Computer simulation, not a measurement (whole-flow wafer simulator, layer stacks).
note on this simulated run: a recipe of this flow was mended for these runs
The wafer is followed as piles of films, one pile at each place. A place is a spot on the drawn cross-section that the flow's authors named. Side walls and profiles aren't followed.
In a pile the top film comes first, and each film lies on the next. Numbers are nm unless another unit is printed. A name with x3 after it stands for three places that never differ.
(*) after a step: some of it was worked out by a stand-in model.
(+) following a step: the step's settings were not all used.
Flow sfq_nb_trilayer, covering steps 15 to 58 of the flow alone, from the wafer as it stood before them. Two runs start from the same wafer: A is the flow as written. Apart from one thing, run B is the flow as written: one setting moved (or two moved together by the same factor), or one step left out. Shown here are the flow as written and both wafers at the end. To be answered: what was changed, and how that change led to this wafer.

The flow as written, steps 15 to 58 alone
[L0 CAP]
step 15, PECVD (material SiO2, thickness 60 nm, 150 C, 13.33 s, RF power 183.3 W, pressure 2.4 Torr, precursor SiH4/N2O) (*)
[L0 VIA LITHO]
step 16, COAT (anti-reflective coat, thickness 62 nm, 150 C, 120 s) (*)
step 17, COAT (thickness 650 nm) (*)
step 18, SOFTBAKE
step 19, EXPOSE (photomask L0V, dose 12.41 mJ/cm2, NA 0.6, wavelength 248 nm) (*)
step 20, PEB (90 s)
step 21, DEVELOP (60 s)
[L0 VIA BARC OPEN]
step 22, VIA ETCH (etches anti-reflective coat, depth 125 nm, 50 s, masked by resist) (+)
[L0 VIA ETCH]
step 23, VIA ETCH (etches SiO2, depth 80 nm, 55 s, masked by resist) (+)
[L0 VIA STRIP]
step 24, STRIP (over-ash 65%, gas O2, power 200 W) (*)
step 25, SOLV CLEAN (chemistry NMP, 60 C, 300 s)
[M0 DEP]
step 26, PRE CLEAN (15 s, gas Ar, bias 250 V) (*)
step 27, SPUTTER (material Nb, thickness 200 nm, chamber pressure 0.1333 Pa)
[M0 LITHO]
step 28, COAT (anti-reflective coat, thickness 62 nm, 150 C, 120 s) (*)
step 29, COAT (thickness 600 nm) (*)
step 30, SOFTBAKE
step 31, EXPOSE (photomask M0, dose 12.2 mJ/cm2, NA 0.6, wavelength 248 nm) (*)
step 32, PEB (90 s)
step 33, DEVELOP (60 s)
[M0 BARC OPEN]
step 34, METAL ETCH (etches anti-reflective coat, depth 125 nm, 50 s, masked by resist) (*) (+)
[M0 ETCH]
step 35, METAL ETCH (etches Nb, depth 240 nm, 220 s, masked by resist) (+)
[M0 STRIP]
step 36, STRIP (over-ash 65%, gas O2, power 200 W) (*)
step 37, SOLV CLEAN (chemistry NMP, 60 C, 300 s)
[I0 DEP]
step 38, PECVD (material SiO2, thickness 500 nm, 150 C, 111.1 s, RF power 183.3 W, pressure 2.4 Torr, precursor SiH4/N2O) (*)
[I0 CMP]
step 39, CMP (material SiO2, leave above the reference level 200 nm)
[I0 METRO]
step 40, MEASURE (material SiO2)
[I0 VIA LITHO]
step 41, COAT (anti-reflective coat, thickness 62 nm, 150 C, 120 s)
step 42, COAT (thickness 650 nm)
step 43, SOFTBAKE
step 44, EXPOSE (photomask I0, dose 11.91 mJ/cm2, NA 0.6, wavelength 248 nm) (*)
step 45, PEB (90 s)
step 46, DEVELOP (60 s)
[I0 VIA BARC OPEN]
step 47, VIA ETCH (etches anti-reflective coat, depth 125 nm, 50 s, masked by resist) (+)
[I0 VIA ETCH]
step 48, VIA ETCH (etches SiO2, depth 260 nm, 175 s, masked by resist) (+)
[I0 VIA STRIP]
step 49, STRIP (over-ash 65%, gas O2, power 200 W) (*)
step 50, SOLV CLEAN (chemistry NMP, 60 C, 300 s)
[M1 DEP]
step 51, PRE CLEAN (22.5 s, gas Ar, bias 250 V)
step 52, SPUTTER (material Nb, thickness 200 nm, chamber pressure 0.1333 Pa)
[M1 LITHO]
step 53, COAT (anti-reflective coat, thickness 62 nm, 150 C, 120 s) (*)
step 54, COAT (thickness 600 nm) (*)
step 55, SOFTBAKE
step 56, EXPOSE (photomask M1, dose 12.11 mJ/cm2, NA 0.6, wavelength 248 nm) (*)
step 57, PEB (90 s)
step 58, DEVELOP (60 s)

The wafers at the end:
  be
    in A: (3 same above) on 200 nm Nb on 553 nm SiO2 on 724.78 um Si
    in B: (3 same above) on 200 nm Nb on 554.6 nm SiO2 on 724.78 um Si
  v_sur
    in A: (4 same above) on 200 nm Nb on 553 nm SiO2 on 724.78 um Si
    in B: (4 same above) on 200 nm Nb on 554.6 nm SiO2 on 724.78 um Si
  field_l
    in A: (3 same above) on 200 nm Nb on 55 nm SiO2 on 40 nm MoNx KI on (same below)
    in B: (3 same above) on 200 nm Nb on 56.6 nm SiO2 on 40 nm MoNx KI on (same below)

Cause: step 15, PECVD: RF power 193.1 W was run, whereas the flow has RF power 183.3 W.

Step by step, how the change led to this:
  step 15, PECVD (material SiO2, thickness 60 nm, 150 C, 13.33 s, RF power 183.3 W, pressure 2.4 Torr, precursor SiH4/N2O) (*)
      v_sur, via_wl, via_w and 97 more: A SiO2 gains 60 | B SiO2 gains 61.6
      field_l, l0_sur, l0v, l0r_line_l, l0r_line_c, l0r_line_r: A SiO2 gains 60 (new film) | B SiO2 gains 61.6 (new film)
  step 23, VIA ETCH (etches SiO2, depth 80 nm, 55 s, masked by resist) (+)
      l0v: A SiO2 loses 59.7 (all of it), MoNx KI loses 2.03 | B SiO2 loses 61.3 (all of it), MoNx KI loses 1.87
